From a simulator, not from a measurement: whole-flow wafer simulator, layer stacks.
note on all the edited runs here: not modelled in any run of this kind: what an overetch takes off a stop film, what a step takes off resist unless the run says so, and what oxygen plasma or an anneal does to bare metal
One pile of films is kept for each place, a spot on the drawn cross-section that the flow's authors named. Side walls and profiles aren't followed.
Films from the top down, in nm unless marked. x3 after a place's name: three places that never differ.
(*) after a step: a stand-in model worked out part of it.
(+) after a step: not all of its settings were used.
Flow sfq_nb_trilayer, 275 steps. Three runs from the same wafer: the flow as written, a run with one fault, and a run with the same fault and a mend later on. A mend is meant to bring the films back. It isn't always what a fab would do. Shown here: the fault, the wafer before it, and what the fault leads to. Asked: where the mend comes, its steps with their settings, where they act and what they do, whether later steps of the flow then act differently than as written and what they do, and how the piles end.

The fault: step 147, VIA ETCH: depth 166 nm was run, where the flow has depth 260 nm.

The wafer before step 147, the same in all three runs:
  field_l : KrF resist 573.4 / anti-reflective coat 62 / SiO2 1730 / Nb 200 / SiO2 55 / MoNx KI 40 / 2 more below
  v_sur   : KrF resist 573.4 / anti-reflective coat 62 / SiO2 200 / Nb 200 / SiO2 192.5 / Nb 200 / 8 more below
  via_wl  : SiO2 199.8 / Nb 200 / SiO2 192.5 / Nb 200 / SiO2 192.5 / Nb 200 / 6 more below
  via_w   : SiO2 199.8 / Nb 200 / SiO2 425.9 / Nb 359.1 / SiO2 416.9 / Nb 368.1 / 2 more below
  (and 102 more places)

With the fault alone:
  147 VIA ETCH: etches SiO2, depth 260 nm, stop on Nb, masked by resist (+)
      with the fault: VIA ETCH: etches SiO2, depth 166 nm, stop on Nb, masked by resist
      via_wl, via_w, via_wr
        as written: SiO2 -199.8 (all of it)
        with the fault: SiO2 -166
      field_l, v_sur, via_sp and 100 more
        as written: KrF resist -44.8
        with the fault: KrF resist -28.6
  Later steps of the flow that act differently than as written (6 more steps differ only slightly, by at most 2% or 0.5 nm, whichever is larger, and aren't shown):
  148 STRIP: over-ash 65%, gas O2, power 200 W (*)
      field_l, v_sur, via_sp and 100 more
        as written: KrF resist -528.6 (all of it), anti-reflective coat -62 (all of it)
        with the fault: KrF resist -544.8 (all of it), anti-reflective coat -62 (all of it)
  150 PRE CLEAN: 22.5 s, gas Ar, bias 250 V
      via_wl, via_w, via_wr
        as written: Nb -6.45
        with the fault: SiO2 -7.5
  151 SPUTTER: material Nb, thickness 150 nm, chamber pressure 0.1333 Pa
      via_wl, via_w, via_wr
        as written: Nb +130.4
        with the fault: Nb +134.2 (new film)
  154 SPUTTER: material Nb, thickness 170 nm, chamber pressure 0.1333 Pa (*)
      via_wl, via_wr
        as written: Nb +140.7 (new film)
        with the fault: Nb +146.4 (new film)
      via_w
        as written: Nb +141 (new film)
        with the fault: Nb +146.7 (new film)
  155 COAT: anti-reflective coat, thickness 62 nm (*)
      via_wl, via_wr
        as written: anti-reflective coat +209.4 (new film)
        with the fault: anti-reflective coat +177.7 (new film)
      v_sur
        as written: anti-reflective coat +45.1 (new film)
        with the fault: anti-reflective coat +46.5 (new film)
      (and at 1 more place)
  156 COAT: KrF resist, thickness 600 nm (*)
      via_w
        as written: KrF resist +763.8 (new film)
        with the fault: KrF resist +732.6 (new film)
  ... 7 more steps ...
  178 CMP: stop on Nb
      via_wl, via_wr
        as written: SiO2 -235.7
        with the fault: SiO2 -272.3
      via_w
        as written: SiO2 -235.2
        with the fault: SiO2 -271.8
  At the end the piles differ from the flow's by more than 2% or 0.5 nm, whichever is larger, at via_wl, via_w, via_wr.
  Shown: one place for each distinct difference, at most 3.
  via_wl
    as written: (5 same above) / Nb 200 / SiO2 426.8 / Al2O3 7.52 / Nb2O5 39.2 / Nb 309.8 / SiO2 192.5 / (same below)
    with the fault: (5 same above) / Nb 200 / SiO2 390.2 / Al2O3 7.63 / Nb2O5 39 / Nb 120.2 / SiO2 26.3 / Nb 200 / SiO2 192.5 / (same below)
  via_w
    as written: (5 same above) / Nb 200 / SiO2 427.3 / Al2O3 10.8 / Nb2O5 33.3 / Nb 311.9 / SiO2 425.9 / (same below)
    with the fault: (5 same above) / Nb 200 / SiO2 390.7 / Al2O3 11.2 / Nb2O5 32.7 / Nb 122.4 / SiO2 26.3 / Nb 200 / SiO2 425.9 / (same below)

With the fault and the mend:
  The mend comes after step 147.
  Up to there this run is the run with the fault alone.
  147a VIA ETCH: etches SiO2, depth 94 nm, stop on Nb, masked by resist (+) (the flow's step 147 once more, with other settings)
      field_l, v_sur, via_sp and 100 more
        KrF resist -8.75
      via_wl, via_w, via_wr
        SiO2 -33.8 (all of it)
  No later step of the flow acts differently than as written, at any place that is followed, by more than 2% or 0.5 nm, whichever is larger.
  At the end the piles are the same as the flow's at every place that both follow.
